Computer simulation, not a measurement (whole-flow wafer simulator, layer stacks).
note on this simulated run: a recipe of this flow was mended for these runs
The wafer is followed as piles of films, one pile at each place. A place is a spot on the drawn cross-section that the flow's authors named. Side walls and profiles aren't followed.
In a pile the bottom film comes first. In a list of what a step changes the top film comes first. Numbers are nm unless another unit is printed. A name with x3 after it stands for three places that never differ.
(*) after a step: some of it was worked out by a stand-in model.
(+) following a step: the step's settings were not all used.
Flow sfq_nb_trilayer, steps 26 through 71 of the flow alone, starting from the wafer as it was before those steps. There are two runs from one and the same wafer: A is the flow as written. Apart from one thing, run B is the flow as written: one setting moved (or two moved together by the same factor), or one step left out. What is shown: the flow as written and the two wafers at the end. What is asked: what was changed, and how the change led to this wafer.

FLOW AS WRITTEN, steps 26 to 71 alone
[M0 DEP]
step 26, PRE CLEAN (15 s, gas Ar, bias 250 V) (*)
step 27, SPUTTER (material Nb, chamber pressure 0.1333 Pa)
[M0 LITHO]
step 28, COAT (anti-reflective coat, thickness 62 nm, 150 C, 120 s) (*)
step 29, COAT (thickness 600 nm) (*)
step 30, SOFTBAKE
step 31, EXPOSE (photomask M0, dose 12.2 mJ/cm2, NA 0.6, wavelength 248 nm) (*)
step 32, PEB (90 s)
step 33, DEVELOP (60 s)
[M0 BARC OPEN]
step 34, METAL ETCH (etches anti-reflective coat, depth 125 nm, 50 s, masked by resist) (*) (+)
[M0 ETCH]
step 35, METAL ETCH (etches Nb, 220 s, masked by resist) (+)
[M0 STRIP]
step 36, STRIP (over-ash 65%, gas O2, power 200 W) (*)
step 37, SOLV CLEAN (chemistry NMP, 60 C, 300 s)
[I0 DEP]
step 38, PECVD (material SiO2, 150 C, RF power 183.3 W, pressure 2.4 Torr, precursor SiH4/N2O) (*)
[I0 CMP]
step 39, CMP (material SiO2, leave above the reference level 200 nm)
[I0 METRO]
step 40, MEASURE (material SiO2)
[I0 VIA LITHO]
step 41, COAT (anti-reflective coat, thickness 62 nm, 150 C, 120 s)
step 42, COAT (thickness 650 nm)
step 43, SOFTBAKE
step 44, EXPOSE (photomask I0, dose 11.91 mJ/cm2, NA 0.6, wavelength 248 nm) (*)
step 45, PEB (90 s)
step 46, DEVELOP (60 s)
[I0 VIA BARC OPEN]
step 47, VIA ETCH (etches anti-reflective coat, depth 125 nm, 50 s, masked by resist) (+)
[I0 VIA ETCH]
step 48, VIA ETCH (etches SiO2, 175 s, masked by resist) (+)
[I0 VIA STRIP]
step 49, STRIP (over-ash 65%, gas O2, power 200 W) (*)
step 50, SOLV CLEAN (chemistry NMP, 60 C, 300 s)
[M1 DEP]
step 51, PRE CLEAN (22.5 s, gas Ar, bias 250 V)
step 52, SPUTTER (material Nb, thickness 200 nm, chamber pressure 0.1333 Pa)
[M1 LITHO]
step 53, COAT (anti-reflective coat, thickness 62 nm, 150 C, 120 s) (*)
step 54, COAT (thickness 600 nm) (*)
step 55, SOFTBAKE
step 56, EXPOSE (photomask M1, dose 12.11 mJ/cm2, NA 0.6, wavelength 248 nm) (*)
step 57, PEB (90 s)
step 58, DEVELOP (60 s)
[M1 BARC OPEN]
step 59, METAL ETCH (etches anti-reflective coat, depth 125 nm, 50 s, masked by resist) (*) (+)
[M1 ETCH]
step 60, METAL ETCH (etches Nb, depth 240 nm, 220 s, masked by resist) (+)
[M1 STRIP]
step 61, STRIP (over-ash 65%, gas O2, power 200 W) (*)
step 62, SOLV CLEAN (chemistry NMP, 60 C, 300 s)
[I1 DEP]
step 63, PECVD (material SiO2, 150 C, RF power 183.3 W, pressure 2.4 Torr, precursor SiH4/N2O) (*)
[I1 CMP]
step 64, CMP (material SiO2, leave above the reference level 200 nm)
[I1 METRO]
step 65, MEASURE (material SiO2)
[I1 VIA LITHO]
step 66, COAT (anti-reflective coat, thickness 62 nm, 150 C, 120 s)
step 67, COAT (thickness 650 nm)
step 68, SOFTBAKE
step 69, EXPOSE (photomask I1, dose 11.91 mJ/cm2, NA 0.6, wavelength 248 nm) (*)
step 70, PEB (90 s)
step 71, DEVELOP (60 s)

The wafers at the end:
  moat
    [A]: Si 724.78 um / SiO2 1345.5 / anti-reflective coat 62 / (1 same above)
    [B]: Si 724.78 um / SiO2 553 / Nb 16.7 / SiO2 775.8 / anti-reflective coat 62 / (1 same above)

What caused this: step 35, METAL ETCH: 168 s was run, while the flow as written has 220 s.

The path from the change to this, step by step:
  step 35, METAL ETCH (etches Nb, 220 s, masked by resist) (+)
      moat, m0r_space_l x2: A Nb loses 200 (all of it), SiO2 loses 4 | B Nb loses 183.3
      field_l, v_sur, via_wl and 100 more: A KrF-resist-other-grade loses 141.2 | B KrF-resist-other-grade loses 107.8
  step 36, STRIP (over-ash 65%, gas O2, power 200 W) (*)
      p4_fl x53, wl_j_sl x16, wl_d_sl x2: A KrF-resist-other-grade loses 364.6 (all of it), anti-reflective coat loses 62 (all of it) | B KrF-resist-other-grade loses 398 (all of it), anti-reflective coat loses 62 (all of it)
      ce_r, sp_r, be_r, r_sur: A KrF-resist-other-grade loses 370.4 (all of it), anti-reflective coat loses 63.7 (all of it) | B KrF-resist-other-grade loses 403.8 (all of it), anti-reflective coat loses 63.7 (all of it)
      (as well as at 28 more places)
  step 38, PECVD (material SiO2, 150 C, RF power 183.3 W, pressure 2.4 Torr, precursor SiH4/N2O) (*)
      moat, m0r_space_l x2: A SiO2 gains 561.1 | B SiO2 gains 540.3 (new film)
Taking metal films that touch as one body, moat has 1 body; the flow as written gives 0 bodies.
